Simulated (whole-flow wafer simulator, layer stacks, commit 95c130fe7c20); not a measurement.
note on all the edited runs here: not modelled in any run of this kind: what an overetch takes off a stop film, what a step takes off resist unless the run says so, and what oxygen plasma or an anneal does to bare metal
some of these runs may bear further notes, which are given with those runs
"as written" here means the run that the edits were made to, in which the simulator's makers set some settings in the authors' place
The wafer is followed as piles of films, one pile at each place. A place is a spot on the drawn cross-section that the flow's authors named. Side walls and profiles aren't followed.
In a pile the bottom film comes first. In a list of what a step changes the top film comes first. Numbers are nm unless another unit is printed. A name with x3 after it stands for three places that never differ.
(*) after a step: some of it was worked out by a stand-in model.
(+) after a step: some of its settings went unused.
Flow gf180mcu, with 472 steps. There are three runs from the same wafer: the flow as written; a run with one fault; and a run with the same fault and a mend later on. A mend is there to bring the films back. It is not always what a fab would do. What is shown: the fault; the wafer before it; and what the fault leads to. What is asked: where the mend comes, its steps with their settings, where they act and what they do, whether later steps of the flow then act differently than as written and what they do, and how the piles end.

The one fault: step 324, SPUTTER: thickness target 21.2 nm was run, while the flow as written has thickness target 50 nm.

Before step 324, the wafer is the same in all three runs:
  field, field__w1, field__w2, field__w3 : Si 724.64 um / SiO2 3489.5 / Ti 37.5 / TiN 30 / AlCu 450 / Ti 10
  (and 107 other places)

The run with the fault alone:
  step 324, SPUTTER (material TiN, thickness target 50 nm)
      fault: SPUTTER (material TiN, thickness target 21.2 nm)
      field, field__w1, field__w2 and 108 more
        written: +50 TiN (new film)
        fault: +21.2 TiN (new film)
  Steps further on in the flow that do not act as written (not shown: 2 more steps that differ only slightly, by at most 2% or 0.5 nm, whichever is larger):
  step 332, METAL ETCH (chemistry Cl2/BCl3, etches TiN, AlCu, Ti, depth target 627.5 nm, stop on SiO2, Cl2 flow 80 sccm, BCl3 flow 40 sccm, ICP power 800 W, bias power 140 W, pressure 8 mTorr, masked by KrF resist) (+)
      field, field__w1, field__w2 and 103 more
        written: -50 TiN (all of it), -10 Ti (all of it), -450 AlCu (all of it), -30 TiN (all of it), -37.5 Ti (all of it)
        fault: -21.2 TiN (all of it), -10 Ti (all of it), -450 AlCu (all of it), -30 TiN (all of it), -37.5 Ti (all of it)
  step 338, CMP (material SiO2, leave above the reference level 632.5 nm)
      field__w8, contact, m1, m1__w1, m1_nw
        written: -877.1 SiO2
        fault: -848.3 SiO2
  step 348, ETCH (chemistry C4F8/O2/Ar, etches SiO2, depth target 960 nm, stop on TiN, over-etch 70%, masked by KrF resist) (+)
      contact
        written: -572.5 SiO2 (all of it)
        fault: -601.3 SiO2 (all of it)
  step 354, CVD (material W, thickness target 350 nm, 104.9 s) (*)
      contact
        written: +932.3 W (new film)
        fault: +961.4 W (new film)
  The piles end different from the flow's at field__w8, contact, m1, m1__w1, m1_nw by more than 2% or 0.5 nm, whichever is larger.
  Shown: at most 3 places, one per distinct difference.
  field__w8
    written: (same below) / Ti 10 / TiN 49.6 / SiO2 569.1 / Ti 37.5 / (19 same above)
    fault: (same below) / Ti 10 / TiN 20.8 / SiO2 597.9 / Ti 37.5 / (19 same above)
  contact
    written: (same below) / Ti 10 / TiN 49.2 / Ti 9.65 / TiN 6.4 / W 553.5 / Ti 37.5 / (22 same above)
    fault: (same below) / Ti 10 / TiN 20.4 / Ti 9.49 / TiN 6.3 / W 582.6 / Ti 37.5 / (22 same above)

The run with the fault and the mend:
  After step 331 comes the mend.
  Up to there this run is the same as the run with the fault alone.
  step 331a, STRIP (chemistry O2/N2, power 2160 W, pressure 1700 mTorr) (*)
      field__w8, contact, m1, m1__w1, m1_nw
        -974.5 KrF resist (all of it)
  step 331b, SPUTTER (material TiN, thickness target 28.8 nm) (the flow's step 324 again, with other settings)
      field, field__w1, field__w2 and 108 more
        +28.8 TiN
  step 331c, HMDS (120 C, 60 s) (the flow's step 326 again)
      alters no film at any place that is followed
  step 331d, COAT (KrF resist, thickness 1000 nm) (the flow's step 327 again)
      field, field__w1, field__w2 and 108 more
        +1000 KrF resist (new film)
  step 331e, SOFTBAKE (KrF resist) (the flow's step 328 again)
      alters no film at any place that is followed
  step 331f, EXPOSE (photomask Metal3) (the flow's step 329 again)
      alters no film at any place that is followed
  step 331g, PEB (KrF resist, 135 C, 90 s) (the flow's step 330 again)
      field, field__w1, field__w2 and 108 more
        -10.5 KrF resist
  step 331h, DEVELOP (thickness 1000 nm, 60 s) (the flow's step 331 again)
      field, field__w1, field__w2 and 103 more
        -989.5 KrF resist (all of it)
      field__w8, contact, m1, m1__w1, m1_nw
        -14.9 KrF resist
  Every later step of the flow that is run acts as written at every place that is followed.
  The piles end the same as the flow's at every place that both follow.
